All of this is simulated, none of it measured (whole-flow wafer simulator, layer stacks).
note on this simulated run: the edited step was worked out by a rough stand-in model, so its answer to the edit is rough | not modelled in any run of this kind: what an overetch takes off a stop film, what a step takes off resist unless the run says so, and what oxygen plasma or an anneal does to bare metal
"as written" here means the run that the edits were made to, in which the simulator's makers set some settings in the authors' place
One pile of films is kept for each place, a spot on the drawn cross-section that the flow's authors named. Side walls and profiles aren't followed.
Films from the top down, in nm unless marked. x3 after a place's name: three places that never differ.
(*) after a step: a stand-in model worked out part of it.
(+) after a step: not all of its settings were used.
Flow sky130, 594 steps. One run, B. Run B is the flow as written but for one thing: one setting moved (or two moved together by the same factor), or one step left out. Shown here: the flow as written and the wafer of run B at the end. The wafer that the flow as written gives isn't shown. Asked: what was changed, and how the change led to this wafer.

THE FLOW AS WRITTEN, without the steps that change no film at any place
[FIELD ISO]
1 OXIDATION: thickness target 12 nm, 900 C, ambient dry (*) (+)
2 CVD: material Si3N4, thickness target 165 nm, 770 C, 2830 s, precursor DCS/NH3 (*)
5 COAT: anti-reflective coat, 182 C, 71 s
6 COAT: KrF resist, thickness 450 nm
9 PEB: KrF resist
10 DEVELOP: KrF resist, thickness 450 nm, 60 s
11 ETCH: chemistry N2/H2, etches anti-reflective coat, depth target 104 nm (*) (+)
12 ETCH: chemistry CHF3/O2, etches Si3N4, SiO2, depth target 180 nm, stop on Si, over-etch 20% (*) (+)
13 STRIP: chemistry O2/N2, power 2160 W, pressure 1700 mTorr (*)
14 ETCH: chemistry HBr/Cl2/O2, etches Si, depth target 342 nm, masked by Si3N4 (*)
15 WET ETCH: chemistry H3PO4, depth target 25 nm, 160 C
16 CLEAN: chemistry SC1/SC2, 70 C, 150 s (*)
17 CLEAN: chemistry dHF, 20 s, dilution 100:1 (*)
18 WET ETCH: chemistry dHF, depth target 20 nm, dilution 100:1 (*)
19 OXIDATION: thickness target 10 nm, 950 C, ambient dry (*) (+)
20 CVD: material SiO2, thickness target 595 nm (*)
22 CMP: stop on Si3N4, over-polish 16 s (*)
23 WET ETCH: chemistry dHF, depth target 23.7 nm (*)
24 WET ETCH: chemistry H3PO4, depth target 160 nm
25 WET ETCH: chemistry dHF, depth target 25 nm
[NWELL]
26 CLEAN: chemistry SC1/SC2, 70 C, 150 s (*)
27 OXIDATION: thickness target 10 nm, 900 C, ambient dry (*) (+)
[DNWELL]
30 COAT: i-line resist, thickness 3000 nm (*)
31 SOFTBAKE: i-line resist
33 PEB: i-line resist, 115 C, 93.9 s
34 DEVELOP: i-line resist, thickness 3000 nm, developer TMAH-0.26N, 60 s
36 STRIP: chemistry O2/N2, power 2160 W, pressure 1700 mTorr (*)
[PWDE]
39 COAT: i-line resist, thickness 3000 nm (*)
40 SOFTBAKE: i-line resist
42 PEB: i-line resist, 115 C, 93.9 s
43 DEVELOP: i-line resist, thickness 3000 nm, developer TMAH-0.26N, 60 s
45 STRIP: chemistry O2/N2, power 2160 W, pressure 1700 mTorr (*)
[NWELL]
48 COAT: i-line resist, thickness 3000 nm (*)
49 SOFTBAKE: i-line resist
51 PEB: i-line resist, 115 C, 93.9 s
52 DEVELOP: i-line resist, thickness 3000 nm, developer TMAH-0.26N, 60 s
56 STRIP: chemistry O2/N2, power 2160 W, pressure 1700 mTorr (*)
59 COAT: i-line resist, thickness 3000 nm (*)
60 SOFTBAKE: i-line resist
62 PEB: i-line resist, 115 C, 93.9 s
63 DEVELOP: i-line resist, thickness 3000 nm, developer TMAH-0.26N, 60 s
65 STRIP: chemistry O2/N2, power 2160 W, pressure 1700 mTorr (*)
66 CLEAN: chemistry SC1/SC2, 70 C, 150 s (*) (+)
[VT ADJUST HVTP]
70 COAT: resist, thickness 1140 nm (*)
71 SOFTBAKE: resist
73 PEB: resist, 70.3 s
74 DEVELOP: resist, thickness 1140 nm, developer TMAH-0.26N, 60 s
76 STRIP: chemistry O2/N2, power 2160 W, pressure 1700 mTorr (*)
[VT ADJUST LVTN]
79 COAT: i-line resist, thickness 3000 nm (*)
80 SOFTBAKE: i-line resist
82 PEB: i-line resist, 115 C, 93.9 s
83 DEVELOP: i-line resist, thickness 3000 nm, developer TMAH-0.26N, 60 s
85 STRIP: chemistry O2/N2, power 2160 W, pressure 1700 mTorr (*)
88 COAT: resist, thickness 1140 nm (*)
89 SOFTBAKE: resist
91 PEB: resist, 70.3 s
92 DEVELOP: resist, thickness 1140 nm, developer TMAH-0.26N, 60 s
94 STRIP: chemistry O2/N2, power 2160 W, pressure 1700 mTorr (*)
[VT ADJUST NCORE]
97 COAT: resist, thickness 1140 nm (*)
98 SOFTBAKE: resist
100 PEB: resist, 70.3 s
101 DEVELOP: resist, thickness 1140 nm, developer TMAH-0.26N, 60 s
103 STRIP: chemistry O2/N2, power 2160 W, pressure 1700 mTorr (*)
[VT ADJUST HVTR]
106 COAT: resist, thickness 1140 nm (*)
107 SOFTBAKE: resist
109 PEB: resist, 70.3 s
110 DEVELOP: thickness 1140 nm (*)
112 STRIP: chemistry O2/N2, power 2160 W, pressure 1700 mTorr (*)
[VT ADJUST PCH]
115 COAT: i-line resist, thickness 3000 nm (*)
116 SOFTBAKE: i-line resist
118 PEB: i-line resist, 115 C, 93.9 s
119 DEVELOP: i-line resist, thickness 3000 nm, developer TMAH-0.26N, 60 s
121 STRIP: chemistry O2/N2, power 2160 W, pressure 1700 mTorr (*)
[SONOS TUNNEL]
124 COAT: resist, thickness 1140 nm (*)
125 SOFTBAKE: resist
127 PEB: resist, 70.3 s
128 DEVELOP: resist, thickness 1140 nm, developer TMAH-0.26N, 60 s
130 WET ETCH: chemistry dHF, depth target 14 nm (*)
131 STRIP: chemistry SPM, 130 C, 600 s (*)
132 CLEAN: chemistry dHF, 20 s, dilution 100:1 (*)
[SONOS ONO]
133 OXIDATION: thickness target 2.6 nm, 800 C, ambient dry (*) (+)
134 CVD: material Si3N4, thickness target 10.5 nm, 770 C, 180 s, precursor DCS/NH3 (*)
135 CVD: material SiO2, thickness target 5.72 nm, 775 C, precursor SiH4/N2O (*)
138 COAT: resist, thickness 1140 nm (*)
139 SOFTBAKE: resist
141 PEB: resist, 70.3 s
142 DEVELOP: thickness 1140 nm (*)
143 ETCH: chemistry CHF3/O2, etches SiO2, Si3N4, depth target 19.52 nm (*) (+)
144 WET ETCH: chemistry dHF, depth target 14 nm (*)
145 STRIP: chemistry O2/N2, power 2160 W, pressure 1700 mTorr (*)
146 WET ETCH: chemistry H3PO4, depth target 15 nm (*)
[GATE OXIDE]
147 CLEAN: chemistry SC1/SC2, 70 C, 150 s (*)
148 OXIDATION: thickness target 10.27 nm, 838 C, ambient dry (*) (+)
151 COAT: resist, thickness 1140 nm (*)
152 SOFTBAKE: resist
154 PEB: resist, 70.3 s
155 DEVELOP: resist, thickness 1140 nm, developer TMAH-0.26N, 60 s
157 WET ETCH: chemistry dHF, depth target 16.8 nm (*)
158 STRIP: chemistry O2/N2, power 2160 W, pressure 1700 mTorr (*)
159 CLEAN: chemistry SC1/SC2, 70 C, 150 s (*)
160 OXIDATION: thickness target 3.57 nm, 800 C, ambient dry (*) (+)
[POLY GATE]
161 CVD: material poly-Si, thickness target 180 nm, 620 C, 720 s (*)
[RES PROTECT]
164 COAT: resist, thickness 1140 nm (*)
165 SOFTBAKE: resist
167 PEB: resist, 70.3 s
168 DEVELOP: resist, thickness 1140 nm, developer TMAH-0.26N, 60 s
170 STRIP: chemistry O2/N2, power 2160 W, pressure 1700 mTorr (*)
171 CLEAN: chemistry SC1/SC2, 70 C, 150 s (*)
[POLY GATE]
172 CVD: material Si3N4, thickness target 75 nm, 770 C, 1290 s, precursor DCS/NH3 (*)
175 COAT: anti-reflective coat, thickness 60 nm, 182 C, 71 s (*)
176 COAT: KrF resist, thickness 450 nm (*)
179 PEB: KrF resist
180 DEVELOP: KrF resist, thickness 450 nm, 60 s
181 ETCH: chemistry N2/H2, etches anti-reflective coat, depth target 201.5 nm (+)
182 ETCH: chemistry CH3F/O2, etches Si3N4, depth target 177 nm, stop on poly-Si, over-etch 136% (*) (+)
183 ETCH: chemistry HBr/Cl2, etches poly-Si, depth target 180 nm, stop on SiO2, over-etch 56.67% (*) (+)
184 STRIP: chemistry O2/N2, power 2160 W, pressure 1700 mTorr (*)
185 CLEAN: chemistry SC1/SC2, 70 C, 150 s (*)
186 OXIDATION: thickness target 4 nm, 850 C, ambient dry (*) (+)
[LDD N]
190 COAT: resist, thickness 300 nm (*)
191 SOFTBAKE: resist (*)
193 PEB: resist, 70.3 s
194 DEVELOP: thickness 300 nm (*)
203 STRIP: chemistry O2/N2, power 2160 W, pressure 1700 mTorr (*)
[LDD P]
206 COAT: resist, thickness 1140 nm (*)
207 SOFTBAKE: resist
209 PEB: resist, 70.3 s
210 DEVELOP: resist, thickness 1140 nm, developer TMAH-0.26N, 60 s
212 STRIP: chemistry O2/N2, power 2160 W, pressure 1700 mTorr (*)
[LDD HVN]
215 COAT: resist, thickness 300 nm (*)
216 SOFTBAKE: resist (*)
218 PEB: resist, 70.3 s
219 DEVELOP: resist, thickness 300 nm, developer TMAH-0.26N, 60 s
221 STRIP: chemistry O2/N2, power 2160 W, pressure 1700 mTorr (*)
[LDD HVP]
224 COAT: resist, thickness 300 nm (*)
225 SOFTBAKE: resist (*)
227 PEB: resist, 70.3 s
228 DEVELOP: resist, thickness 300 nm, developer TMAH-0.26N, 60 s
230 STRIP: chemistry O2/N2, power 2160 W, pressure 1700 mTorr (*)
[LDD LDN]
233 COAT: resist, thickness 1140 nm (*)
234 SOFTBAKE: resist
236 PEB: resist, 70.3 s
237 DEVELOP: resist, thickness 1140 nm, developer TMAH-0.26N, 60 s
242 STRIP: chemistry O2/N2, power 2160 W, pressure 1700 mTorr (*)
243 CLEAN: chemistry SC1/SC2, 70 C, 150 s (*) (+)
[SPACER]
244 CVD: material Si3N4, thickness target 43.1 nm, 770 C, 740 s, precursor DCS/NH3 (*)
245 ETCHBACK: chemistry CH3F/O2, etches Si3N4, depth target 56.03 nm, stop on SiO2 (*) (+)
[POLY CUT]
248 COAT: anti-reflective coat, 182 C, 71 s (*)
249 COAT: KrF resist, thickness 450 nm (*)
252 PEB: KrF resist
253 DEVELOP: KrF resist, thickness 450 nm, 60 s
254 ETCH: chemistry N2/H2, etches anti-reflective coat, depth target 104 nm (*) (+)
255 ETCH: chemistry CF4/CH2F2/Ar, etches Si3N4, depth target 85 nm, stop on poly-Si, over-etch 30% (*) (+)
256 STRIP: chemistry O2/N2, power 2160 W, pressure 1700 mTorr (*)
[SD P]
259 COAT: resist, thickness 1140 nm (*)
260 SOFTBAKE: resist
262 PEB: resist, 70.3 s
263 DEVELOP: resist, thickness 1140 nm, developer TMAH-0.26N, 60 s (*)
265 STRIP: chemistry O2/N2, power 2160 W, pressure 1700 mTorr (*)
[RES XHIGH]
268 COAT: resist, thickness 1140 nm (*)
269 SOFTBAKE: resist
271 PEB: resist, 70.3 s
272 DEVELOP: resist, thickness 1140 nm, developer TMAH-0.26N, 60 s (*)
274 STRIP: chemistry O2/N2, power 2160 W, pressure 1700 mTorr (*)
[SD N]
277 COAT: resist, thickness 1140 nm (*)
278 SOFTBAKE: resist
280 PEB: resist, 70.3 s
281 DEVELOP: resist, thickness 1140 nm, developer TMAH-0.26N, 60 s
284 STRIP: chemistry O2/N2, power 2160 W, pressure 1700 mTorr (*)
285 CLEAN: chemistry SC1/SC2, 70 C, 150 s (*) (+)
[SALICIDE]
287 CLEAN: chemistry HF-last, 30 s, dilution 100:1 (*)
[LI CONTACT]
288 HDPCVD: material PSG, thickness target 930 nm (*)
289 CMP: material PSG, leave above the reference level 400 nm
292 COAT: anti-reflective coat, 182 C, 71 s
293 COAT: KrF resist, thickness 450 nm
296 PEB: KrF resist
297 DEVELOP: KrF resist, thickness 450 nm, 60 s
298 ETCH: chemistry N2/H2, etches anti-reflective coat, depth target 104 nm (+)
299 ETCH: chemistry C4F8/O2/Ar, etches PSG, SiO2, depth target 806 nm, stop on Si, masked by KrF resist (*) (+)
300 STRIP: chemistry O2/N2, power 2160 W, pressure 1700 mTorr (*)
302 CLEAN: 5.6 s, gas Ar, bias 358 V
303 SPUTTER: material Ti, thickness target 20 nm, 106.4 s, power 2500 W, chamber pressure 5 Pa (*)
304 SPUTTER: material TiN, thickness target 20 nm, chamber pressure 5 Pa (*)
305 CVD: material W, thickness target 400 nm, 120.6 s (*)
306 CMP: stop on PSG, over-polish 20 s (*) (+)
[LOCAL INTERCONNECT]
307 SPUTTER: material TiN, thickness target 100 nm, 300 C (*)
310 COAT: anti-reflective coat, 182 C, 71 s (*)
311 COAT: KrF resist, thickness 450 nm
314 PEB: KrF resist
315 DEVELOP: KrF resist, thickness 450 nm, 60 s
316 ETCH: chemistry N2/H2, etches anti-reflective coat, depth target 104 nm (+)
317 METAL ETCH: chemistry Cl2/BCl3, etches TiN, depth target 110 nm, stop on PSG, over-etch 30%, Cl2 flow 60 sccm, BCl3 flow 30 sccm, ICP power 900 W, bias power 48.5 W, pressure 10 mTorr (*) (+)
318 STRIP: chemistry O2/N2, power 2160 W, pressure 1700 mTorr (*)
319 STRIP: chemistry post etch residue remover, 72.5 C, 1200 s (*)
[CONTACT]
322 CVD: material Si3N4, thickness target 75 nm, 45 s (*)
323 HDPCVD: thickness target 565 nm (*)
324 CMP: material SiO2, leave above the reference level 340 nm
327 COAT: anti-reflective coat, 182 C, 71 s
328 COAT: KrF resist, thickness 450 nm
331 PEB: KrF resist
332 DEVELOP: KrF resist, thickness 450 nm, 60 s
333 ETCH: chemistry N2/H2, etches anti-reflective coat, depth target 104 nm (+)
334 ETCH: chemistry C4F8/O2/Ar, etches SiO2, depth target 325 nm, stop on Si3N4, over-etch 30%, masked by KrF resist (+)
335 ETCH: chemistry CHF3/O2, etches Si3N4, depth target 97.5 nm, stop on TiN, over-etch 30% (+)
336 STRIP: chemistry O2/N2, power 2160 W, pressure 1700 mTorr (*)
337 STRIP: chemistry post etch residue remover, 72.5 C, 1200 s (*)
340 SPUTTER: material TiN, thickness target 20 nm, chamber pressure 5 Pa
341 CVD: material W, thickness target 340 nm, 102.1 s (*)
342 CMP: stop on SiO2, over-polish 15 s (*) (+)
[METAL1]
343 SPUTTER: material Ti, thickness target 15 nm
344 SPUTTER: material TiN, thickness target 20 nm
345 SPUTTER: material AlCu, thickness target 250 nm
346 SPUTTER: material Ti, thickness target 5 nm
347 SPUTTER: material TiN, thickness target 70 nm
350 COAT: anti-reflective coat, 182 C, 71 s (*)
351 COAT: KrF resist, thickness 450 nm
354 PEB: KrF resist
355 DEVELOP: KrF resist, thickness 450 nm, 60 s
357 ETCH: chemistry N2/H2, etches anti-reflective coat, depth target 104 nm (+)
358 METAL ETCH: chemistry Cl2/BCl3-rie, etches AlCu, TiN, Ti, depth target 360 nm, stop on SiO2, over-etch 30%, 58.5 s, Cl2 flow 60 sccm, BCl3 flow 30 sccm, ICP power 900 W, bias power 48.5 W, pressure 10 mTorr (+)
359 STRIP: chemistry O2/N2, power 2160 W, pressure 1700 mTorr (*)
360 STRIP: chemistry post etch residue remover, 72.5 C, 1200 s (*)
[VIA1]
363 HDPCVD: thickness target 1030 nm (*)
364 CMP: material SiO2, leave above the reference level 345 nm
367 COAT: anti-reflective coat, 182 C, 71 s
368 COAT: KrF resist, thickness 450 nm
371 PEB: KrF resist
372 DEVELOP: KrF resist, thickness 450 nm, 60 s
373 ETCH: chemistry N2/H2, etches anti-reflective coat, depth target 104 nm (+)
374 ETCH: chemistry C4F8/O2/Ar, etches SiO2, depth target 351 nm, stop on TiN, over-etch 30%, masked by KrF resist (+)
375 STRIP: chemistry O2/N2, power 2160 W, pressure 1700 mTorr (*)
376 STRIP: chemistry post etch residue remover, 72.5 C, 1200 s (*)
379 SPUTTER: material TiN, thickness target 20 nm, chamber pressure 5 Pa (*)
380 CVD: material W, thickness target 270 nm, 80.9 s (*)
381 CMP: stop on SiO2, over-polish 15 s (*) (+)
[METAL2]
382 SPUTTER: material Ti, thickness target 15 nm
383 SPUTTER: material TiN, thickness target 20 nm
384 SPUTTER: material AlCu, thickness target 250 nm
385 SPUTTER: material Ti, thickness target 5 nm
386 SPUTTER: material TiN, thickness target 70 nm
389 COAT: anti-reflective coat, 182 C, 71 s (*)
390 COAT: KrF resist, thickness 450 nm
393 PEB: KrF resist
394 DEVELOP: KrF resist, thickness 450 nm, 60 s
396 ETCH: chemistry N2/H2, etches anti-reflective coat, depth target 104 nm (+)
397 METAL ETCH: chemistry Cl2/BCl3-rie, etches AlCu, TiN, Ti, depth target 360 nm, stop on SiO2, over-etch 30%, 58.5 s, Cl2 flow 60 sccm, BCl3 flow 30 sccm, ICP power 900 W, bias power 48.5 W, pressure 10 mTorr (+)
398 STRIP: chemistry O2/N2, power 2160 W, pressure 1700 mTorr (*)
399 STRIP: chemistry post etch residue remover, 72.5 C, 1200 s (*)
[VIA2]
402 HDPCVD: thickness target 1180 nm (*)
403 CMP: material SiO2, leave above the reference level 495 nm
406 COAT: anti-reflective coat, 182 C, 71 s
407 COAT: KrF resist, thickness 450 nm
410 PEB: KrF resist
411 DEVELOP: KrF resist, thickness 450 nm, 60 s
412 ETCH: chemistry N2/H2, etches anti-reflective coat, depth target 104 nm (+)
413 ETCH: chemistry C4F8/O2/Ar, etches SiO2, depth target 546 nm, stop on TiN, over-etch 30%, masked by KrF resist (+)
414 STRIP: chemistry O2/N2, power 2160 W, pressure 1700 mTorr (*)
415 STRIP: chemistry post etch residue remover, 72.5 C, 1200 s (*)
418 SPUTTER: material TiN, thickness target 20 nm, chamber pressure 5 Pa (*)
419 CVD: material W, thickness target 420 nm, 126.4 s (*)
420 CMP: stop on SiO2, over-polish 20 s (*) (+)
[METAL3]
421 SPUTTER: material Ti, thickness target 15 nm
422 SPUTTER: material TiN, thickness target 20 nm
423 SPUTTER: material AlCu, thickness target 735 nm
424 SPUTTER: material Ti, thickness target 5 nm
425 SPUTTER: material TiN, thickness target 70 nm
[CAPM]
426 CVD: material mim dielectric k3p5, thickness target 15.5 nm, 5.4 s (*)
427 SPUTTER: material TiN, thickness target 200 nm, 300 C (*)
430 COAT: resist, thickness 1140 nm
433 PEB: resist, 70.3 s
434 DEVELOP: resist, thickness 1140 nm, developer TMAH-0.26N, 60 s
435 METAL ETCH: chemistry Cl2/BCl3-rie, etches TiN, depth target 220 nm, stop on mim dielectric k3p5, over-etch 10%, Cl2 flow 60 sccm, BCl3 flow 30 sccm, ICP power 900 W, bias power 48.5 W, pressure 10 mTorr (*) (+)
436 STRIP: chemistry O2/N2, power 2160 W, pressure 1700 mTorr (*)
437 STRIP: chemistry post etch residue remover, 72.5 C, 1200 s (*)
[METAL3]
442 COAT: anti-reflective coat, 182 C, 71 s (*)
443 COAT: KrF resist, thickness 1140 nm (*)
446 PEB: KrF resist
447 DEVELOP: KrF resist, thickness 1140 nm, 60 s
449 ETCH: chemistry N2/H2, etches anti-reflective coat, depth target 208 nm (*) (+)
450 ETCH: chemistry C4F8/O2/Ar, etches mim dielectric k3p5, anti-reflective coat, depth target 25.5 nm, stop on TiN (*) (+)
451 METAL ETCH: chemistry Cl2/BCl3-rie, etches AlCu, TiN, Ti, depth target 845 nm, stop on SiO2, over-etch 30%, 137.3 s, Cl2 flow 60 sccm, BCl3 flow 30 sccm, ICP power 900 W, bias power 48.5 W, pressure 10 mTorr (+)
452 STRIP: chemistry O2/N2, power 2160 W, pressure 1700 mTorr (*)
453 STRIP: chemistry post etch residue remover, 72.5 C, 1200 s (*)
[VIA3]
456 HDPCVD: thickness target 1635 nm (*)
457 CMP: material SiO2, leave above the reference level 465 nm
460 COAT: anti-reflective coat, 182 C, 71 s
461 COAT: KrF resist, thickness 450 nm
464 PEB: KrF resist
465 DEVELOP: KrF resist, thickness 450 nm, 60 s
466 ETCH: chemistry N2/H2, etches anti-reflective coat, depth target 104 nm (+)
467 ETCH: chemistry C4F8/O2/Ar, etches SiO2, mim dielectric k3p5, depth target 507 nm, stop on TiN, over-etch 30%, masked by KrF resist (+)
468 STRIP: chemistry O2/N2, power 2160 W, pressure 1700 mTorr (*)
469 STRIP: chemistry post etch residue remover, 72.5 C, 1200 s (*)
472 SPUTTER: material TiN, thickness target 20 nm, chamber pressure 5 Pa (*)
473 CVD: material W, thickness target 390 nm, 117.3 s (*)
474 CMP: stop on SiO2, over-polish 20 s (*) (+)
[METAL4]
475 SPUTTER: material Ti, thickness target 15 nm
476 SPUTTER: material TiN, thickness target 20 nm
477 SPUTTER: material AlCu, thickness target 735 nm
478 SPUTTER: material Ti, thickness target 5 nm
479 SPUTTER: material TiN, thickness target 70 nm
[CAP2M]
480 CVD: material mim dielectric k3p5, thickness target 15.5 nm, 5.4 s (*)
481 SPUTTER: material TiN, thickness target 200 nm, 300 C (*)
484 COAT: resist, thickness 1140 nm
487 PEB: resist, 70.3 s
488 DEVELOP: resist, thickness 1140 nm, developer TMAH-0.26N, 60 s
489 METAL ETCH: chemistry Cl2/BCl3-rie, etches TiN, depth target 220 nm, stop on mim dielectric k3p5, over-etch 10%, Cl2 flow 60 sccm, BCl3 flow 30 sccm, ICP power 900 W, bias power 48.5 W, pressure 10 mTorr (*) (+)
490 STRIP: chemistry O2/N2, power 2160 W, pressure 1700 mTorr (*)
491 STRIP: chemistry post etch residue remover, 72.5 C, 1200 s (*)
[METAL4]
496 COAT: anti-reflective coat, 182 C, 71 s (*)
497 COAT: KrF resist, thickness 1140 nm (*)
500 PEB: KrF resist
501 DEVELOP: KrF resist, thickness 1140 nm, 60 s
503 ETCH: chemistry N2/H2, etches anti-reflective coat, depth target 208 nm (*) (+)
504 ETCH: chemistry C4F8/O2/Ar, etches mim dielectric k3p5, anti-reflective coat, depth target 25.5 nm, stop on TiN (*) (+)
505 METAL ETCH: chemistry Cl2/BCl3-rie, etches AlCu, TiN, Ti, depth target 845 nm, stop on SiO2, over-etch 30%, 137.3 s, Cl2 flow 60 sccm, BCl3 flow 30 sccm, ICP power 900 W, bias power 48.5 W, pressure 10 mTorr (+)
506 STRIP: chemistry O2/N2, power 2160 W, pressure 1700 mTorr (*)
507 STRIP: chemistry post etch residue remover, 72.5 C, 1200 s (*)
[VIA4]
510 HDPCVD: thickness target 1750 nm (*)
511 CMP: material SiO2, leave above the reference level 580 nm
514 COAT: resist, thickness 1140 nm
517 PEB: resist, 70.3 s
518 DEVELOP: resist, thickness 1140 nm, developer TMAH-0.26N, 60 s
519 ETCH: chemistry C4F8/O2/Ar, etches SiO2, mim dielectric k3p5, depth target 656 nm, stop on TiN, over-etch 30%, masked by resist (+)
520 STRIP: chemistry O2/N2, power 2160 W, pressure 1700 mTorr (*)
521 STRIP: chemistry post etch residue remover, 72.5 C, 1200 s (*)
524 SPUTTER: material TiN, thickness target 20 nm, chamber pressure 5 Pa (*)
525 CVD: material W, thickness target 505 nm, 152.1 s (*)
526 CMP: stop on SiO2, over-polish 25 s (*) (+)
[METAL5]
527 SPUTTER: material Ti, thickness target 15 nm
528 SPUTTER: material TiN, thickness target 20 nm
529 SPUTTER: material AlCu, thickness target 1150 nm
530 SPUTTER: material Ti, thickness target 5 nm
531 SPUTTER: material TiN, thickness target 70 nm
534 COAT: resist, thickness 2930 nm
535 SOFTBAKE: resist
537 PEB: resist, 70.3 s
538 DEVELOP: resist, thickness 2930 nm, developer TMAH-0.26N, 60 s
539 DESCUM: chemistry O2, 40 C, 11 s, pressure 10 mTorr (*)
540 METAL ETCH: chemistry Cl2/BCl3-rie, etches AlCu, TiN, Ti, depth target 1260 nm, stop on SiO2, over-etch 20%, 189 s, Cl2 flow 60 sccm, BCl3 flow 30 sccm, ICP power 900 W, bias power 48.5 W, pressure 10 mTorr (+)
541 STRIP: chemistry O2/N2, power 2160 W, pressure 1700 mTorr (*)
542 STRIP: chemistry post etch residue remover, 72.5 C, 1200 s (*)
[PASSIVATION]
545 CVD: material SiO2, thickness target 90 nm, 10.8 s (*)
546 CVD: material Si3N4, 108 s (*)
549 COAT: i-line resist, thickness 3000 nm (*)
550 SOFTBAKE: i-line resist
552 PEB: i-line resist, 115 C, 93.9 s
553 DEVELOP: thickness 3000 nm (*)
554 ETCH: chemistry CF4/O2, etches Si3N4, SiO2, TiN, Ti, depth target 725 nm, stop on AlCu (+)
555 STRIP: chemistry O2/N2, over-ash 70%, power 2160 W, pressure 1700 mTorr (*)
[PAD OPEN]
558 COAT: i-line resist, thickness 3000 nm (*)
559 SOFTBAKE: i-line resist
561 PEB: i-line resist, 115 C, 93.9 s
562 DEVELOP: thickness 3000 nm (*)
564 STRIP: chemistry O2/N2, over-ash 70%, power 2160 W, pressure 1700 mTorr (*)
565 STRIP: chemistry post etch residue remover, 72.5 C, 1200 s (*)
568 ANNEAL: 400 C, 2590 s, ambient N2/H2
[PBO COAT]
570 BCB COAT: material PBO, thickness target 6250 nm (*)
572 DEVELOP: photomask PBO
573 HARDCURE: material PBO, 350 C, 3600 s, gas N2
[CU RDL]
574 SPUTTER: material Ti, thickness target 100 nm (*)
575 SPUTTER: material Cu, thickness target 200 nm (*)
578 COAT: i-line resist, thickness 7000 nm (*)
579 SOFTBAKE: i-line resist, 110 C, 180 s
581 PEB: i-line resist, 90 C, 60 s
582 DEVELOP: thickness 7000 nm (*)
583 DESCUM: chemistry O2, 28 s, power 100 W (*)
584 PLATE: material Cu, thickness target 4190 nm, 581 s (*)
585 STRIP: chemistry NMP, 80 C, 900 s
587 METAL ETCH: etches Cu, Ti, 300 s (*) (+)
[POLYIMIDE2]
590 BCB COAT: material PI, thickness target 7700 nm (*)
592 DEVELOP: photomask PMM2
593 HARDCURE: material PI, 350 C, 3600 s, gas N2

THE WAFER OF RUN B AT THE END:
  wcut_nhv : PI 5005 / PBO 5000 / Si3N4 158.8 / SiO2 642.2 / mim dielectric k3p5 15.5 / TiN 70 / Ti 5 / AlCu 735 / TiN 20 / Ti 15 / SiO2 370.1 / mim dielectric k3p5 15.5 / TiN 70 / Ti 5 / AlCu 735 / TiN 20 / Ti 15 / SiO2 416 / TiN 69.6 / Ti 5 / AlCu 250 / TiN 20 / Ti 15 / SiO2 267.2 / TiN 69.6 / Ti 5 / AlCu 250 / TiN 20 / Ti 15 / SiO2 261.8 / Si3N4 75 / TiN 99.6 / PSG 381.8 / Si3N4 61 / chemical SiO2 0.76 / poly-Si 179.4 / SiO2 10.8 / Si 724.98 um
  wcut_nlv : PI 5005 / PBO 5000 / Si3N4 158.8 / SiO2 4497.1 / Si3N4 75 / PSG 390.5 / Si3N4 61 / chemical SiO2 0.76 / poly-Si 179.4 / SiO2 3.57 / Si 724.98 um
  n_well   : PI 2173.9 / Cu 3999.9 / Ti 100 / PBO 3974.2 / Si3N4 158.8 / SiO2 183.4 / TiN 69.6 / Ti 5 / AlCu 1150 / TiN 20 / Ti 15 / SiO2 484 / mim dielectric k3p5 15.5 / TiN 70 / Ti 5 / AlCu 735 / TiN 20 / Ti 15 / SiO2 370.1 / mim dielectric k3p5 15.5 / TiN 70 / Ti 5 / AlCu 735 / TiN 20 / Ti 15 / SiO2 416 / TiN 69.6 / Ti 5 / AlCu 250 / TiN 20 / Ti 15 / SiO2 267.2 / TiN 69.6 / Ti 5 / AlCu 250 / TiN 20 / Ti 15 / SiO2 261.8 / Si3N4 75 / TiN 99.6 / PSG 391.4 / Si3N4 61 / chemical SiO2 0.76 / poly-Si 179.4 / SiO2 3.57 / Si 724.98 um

The cause: step 545, CVD: thickness target 133 nm was run, where the flow has thickness target 90 nm; step 545, CVD: 15.9 s was run, where the flow has 10.8 s.

How the change led to this, step by step:
  545 CVD: material SiO2, thickness target 90 nm, 10.8 s (*)
      field, active, gate and 175 more: SiO2 +183.4 (as written it would be: SiO2 +125.2)
      n_well, p_well, sd_n and 12 more: SiO2 +183.4 (new film) (as written it would be: SiO2 +125.2 (new film))
  550 SOFTBAKE: i-line resist
      active: i-line resist +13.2 (as written it would be: i-line resist +12)
      gate: i-line resist -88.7 (as written it would be: i-line resist -85.5)
      (and at 59 more places)
  554 ETCH: chemistry CF4/O2, etches Si3N4, SiO2, TiN, Ti, depth target 725 nm, stop on AlCu (+)
      field, active, n_well and 189 more: i-line resist -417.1 (as written it would be: i-line resist -358.9)
      pad: Si3N4 -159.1 (all of it), SiO2 -183.4 (all of it), TiN -69.6 (all of it), Ti -5 (all of it) (as written it would be: Si3N4 -159.1 (all of it), SiO2 -125.2 (all of it), TiN -69.6 (all of it), Ti -5 (all of it))
  555 STRIP: chemistry O2/N2, over-ash 70%, power 2160 W, pressure 1700 mTorr (*)
      gate_hv, dice_street, iso_guard and 83 more: i-line resist -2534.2 (all of it) (as written it would be: i-line resist -2592.4 (all of it))
      n_well, p_well, sd_n, sd_p: i-line resist -1282.6 (all of it) (as written it would be: i-line resist -1340.8 (all of it))
      (and at 96 more places)
  558 COAT: i-line resist, thickness 3000 nm (*)
      pad: i-line resist +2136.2 (new film) (as written it would be: i-line resist +2077.7 (new film))
  559 SOFTBAKE: i-line resist
      field: i-line resist +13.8 (as written it would be: i-line resist +12.5)
      active: i-line resist +13.2 (as written it would be: i-line resist +12)
      (and at 66 more places)
  561 PEB: i-line resist, 115 C, 93.9 s
      pad: i-line resist -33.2 (as written it would be: i-line resist -32.2)
  562 DEVELOP: thickness 3000 nm (*)
      pad: i-line resist -2103 (all of it) (as written it would be: i-line resist -2045.5 (all of it))
  578 COAT: i-line resist, thickness 7000 nm (*)
      pad: i-line resist +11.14 um (new film) (as written it would be: i-line resist +11.08 um (new film))
  579 SOFTBAKE: i-line resist, 110 C, 180 s
      rpo_hd_licon, mim2: i-line resist -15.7 (as written it would be: i-line resist -14.9)
      mim: i-line resist -17.8 (as written it would be: i-line resist -16.8)
      (and at 27 more places)
  582 DEVELOP: thickness 7000 nm (*)
      pad: i-line resist -11.14 um (all of it) (as written it would be: i-line resist -11.08 um (all of it))
